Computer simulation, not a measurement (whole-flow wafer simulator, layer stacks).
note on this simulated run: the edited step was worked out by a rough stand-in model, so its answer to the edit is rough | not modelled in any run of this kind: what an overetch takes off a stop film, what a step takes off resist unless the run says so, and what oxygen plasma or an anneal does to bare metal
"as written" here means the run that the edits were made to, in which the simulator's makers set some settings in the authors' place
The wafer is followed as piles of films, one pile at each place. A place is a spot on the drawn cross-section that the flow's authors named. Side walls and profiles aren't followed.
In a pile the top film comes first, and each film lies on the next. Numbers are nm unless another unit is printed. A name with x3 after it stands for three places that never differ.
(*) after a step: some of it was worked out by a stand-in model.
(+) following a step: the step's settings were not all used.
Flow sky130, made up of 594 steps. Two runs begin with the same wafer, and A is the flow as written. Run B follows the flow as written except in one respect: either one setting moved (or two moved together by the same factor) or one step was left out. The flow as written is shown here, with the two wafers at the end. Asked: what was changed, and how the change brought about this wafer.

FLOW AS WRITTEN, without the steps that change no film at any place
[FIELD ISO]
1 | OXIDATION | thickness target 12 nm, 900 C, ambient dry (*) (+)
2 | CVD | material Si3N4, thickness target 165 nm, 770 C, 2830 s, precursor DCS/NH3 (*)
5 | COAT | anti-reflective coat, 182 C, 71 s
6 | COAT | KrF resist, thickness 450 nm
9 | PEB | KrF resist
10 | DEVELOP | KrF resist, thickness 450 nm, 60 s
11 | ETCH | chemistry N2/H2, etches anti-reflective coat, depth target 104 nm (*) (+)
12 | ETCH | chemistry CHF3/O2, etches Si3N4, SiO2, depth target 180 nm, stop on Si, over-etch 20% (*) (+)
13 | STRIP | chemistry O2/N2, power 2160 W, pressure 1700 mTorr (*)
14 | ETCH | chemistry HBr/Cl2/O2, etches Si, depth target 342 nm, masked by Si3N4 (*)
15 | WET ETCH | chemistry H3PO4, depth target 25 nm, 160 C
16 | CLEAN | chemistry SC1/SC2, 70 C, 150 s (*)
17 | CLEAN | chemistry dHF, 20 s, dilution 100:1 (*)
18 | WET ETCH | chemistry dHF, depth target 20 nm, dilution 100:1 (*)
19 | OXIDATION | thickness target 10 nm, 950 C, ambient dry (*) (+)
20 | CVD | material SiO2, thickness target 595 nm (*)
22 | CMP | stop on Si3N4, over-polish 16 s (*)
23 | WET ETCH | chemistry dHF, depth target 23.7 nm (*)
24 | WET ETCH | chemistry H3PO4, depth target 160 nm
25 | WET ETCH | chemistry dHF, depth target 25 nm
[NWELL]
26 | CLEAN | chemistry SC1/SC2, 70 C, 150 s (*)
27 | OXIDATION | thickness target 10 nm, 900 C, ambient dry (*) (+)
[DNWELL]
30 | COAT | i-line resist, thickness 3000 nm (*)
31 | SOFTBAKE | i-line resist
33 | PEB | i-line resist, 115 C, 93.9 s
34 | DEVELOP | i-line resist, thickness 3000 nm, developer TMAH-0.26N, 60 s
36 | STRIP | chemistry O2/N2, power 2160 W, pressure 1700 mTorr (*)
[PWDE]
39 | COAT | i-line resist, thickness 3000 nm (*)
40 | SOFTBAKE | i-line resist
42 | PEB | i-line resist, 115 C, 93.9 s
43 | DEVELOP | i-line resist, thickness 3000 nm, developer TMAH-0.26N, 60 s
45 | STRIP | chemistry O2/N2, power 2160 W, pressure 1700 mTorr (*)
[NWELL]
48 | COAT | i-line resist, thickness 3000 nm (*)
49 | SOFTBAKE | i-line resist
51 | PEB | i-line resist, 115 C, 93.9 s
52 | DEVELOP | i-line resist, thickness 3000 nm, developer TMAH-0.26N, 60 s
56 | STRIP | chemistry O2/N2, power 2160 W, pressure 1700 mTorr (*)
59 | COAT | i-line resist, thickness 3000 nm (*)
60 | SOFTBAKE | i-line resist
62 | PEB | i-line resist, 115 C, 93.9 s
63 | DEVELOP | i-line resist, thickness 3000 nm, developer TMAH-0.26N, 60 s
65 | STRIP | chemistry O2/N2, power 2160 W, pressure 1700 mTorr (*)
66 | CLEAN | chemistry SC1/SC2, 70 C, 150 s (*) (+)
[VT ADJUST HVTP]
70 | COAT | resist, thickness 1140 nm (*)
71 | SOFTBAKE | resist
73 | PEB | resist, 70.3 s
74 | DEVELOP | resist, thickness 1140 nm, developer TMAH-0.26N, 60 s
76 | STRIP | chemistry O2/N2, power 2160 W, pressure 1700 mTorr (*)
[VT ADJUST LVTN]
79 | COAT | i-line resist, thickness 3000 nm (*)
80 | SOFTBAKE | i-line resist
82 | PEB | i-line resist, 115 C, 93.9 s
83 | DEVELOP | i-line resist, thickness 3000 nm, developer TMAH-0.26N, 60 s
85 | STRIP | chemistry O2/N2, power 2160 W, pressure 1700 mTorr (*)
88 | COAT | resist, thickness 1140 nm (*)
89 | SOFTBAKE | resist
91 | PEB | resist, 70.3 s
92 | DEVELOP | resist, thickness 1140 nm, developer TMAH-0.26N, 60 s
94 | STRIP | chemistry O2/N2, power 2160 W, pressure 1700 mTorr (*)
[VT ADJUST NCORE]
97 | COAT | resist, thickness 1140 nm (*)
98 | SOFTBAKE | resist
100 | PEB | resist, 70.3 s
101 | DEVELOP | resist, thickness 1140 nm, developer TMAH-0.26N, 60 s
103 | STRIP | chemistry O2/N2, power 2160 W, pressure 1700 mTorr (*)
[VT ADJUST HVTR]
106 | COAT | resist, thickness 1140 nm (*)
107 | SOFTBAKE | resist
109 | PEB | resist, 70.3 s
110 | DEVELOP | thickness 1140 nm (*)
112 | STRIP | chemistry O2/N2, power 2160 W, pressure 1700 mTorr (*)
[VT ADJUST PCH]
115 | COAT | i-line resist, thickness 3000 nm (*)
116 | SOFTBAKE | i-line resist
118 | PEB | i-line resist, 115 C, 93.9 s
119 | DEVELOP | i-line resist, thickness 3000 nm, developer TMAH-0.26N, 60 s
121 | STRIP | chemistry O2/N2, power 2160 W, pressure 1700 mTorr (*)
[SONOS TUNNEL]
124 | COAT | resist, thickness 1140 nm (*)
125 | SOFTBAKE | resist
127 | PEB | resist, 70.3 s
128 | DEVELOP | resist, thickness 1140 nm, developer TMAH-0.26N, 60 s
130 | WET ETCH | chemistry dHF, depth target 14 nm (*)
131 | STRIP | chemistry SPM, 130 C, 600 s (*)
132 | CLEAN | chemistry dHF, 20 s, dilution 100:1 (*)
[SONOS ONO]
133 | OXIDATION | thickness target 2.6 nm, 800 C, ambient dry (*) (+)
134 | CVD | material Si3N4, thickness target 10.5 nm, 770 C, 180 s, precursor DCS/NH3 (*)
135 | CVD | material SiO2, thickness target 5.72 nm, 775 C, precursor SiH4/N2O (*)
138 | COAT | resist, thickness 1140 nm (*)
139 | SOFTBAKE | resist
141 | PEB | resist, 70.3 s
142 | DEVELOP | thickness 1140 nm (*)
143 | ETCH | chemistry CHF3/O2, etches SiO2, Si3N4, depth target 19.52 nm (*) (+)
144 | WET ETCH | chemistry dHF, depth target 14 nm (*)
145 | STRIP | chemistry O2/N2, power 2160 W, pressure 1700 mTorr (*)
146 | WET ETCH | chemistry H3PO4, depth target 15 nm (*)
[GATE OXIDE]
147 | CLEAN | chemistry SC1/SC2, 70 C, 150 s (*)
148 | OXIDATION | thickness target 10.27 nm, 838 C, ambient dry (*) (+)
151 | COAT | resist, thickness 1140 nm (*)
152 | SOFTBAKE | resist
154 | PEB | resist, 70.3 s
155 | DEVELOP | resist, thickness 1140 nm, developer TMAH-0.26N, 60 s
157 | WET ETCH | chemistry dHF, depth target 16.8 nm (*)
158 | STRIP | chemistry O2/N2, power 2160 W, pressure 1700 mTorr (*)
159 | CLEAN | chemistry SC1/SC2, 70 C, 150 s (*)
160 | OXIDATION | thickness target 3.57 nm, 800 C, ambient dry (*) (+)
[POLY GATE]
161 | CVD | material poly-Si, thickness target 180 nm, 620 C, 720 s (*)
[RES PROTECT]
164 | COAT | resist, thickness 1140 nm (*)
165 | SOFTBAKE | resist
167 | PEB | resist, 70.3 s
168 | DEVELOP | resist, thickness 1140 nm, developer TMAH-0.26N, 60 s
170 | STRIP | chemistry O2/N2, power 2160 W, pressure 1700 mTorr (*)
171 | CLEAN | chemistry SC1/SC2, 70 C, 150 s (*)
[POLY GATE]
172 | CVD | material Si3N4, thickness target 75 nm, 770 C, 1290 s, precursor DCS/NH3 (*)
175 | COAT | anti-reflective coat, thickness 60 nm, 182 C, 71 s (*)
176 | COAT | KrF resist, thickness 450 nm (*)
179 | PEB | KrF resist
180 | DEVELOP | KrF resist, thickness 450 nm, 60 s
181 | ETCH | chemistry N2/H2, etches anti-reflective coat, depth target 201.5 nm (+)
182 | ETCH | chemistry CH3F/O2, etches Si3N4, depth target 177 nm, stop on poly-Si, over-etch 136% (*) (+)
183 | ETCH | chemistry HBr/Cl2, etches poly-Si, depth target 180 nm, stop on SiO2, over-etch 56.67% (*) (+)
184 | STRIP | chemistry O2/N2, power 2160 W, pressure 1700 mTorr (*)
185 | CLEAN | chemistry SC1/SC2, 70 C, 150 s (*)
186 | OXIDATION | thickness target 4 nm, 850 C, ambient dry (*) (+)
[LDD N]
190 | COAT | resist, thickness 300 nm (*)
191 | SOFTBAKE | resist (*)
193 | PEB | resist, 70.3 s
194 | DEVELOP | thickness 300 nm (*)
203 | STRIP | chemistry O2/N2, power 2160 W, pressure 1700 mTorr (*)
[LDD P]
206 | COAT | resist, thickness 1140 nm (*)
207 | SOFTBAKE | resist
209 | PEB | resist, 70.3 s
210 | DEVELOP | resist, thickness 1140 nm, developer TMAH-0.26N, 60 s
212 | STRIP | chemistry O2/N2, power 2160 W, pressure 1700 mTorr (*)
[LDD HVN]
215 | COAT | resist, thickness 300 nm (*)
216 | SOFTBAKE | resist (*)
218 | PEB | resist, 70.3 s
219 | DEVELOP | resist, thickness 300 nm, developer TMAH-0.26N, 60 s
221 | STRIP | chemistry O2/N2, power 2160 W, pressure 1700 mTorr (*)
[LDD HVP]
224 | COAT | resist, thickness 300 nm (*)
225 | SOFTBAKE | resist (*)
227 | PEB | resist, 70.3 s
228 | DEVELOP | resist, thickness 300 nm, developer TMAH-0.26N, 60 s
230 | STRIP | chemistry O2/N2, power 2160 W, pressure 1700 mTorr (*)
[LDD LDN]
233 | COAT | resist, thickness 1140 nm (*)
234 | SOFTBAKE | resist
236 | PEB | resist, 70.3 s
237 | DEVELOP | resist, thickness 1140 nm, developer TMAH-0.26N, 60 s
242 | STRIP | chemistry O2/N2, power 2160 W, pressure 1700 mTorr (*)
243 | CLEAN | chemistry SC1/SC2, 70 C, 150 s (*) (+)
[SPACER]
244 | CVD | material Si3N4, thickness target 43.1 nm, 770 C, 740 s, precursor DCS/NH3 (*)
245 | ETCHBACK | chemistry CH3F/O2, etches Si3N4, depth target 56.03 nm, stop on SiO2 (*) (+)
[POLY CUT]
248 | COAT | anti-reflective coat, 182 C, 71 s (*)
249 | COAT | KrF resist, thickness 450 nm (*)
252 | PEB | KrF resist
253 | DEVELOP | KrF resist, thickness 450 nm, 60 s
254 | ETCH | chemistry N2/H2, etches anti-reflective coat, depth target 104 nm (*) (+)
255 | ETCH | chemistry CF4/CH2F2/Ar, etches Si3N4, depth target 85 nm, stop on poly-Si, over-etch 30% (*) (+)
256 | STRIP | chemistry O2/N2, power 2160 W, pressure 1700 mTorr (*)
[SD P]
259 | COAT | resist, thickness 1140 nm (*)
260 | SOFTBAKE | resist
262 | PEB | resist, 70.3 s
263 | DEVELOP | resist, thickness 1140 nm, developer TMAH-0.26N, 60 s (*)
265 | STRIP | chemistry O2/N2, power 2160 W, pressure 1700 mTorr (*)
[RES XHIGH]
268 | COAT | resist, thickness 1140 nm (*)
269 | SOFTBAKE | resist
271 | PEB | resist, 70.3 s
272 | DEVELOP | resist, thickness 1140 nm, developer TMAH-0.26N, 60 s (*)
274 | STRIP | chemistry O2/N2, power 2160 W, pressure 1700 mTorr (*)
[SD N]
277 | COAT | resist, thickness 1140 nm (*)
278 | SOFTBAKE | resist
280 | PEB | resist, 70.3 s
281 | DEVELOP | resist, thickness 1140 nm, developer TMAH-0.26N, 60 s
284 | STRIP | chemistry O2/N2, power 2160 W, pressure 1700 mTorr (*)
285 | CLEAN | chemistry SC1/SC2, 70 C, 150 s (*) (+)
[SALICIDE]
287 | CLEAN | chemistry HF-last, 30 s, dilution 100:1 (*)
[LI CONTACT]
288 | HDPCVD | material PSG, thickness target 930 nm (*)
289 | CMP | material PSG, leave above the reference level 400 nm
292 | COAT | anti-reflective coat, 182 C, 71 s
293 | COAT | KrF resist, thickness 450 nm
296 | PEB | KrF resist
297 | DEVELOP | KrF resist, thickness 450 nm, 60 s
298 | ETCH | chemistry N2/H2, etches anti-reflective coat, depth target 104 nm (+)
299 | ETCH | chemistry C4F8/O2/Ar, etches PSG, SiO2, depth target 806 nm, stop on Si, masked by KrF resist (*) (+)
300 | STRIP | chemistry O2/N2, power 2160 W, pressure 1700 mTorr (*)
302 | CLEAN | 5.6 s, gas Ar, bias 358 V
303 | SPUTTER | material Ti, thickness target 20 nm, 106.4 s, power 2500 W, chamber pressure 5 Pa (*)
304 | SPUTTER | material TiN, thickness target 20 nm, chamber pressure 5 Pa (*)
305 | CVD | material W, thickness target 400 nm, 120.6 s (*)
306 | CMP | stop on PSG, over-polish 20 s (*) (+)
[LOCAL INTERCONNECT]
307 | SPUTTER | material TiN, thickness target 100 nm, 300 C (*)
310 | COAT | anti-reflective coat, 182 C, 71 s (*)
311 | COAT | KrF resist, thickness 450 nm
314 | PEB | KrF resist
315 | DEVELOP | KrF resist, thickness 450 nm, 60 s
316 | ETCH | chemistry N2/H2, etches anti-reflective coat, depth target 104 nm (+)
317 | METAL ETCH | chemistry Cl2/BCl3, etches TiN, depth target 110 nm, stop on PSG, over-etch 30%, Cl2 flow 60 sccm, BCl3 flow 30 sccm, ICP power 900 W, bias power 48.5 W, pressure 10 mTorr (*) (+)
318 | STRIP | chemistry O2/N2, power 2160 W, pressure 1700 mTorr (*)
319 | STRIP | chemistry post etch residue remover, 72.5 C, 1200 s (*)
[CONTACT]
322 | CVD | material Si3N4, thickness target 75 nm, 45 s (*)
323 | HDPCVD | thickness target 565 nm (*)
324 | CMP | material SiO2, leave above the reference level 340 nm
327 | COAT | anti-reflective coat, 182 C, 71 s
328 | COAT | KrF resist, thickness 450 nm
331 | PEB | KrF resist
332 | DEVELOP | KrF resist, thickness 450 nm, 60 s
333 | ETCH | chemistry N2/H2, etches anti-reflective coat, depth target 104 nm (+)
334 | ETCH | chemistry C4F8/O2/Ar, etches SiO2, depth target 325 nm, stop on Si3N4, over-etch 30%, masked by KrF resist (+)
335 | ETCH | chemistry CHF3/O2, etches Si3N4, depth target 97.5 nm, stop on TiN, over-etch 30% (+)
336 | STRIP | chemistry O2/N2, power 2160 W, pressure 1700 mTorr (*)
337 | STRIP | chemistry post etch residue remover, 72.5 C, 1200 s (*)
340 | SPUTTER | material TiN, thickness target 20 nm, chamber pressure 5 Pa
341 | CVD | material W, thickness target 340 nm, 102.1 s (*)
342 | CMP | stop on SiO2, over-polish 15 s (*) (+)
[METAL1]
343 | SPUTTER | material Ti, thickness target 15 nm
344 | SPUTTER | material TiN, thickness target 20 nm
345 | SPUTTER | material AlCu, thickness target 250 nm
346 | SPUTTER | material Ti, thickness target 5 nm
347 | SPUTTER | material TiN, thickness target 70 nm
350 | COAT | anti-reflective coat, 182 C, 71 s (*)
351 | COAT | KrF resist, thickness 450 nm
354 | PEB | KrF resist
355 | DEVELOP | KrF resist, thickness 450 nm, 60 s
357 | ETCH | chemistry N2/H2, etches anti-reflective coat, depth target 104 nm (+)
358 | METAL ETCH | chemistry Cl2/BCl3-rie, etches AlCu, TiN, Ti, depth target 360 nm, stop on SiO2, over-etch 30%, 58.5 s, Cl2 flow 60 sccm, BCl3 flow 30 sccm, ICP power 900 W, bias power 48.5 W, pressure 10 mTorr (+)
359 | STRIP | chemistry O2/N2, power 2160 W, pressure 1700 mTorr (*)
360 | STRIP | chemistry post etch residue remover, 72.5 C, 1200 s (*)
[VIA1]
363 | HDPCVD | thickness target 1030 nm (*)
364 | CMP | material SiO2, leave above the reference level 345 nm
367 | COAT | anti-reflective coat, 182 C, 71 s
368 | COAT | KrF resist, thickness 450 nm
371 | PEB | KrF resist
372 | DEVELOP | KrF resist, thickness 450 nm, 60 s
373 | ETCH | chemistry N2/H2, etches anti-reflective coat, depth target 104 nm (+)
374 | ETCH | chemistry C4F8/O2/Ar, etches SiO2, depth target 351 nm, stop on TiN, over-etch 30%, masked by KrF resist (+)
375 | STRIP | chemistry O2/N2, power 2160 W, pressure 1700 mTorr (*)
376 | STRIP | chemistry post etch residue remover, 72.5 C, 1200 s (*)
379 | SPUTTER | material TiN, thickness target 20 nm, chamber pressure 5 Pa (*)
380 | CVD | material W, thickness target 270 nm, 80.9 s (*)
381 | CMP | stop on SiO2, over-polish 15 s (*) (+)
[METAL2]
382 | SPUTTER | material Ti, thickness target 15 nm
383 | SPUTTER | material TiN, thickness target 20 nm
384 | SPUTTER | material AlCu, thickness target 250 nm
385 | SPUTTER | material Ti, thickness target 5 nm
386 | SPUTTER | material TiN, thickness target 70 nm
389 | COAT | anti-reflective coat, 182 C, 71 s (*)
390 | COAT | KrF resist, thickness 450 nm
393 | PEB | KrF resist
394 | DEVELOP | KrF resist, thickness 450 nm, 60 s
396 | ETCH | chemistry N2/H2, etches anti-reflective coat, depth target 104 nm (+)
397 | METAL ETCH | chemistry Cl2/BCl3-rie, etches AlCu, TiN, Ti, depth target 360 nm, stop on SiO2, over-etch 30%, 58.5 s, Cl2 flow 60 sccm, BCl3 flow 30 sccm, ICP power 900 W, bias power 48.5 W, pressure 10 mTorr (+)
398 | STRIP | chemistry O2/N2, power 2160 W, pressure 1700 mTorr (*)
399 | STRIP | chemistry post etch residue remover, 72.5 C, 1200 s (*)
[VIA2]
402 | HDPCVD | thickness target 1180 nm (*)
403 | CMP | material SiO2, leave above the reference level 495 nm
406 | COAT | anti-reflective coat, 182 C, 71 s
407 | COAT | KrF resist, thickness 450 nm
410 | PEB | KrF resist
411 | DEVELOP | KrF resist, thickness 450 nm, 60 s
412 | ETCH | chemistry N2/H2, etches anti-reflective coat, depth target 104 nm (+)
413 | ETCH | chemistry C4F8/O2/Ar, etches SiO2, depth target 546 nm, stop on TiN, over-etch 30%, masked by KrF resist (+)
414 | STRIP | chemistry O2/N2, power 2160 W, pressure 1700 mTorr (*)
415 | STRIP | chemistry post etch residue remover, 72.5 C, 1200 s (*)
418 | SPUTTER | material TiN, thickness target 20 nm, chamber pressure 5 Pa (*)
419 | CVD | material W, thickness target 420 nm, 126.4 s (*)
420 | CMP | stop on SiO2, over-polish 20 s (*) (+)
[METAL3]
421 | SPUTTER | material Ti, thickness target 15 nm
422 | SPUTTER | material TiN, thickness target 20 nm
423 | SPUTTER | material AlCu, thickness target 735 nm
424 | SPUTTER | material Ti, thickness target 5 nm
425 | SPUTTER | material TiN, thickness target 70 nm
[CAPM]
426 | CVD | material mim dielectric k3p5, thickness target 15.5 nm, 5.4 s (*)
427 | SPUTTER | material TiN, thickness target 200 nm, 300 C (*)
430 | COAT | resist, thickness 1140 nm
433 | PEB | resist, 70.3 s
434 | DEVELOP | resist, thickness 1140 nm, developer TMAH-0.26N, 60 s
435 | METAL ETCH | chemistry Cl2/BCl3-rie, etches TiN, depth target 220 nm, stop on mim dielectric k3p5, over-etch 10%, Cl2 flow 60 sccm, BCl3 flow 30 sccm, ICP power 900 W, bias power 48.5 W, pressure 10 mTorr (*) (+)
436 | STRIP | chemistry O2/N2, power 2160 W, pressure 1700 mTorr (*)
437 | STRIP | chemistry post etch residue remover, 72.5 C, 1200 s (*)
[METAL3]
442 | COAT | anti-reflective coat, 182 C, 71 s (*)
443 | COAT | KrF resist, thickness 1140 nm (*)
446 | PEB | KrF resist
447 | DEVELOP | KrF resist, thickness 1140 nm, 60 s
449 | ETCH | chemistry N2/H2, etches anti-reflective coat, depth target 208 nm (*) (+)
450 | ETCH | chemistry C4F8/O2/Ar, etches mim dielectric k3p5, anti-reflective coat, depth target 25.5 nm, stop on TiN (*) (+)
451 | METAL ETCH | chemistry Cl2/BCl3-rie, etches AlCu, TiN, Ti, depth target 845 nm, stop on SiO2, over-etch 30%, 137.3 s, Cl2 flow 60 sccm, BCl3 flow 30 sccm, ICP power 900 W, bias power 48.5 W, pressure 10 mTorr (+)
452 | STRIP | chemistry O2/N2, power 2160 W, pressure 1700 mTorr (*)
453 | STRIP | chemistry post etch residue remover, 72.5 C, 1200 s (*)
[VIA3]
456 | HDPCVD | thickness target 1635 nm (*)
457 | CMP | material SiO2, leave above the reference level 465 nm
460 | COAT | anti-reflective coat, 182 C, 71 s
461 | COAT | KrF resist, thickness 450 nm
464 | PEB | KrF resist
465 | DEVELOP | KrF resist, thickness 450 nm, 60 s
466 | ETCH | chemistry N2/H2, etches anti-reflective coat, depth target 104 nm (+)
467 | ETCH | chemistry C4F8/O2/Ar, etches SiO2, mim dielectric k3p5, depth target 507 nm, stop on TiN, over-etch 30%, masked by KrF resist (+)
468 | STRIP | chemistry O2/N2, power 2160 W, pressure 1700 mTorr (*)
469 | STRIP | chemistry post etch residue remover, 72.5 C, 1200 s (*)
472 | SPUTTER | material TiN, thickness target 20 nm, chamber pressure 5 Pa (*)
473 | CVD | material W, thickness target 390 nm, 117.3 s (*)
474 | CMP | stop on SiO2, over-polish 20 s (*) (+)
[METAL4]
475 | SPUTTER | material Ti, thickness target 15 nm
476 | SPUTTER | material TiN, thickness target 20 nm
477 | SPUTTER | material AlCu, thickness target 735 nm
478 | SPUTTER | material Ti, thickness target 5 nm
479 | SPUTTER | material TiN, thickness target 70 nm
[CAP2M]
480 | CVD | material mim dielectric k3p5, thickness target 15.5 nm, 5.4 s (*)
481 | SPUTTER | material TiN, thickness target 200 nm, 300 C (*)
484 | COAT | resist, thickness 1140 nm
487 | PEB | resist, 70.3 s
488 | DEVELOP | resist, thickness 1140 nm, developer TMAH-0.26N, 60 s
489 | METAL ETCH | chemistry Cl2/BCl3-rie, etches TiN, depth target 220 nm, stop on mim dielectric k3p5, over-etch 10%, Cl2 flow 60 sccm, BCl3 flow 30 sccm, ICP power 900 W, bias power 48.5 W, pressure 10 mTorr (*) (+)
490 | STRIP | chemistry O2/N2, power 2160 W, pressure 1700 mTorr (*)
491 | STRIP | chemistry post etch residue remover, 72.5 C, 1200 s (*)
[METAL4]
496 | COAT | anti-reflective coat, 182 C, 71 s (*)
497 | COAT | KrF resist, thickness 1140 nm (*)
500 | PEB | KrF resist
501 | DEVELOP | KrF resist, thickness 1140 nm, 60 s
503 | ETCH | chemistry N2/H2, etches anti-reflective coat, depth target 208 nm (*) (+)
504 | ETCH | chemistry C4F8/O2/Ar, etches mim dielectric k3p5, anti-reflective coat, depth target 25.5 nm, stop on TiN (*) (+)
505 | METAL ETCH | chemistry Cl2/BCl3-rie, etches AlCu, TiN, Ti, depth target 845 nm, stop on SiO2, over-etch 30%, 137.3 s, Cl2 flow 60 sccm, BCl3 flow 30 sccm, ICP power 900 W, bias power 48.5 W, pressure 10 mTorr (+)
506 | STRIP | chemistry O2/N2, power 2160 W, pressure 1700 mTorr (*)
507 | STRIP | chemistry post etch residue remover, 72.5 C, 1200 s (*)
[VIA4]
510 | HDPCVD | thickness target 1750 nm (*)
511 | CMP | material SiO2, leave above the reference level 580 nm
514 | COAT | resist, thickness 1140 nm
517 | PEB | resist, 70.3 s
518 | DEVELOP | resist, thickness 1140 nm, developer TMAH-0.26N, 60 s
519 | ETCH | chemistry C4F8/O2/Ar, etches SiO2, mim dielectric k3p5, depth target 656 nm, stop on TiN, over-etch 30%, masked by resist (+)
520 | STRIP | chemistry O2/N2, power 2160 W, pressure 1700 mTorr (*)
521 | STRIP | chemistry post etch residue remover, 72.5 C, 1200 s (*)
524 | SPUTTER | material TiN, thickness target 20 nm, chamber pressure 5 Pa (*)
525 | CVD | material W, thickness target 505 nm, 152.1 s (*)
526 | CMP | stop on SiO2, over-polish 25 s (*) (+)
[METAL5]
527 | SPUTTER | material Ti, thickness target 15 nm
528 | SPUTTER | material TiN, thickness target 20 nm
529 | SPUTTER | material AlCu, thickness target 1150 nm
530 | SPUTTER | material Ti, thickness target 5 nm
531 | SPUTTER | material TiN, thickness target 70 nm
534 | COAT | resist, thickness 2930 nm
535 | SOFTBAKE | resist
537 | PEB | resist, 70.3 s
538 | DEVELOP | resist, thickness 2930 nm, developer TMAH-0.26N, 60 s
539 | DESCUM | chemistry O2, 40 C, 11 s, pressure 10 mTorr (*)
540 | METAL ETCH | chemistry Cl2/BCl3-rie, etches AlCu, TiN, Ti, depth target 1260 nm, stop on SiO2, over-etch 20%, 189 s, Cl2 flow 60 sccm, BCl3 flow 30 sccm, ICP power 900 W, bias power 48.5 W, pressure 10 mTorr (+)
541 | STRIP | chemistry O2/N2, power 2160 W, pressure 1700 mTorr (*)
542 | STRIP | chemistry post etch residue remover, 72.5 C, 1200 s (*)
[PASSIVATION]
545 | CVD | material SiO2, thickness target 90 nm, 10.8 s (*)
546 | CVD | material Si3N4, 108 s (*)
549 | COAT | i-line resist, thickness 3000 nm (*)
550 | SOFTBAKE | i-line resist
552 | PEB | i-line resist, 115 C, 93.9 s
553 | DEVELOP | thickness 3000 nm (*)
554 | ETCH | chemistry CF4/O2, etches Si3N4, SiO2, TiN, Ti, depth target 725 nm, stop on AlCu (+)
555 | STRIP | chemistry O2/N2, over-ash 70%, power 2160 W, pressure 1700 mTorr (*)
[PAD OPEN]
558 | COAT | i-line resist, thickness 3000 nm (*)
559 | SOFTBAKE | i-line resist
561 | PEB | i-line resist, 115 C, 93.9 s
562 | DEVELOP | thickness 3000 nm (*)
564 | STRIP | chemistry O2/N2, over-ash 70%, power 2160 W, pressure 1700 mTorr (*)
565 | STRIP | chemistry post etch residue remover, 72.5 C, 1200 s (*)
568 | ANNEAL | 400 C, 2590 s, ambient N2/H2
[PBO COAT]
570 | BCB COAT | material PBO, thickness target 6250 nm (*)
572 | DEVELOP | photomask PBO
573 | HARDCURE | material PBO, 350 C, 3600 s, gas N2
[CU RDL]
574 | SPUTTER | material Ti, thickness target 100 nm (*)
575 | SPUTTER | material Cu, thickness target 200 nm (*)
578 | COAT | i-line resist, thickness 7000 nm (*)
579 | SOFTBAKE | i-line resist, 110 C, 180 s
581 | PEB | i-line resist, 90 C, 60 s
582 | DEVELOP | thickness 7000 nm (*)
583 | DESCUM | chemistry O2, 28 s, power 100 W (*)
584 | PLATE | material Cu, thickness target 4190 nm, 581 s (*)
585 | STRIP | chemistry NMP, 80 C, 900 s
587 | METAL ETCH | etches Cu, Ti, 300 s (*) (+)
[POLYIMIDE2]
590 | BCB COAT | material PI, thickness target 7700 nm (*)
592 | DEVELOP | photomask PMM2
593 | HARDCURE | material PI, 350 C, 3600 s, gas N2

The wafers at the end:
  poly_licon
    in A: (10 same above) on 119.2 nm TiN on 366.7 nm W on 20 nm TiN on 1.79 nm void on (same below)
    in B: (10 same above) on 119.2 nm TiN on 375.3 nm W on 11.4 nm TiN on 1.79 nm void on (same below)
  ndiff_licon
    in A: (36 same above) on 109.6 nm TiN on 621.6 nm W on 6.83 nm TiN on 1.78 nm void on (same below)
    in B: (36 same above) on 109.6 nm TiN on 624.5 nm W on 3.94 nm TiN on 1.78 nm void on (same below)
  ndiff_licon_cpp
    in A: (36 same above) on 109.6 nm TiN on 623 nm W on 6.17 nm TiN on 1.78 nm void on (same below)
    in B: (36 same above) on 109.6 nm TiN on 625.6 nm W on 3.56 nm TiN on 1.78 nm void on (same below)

The reason: step 304, SPUTTER: thickness target 11.4 nm was run, while the flow as written has thickness target 20 nm.
The wafer itself shows it: poly_licon has TiN 11.4, and step 304 as written asks for 20 nm.

How this came from the change, step by step:
  304 | SPUTTER | material TiN, thickness target 20 nm, chamber pressure 5 Pa (*)
      field, active, n_well and 185 more: A +20 TiN (new film) | B +11.4 TiN (new film)
      ndiff_licon: A +6.83 TiN (new film) | B +3.94 TiN (new film)
      (as well as at 2 more places)
  306 | CMP | stop on PSG, over-polish 20 s (*) (+)
      field, active, n_well and 184 more: A -400 W (all of it), -20 TiN (all of it), -20 Ti (all of it), -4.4 PSG | B -400 W (all of it), -11.4 TiN (all of it), -20 Ti (all of it), -4.4 PSG
      poly_licon: A -33.3 W | B -24.7 W
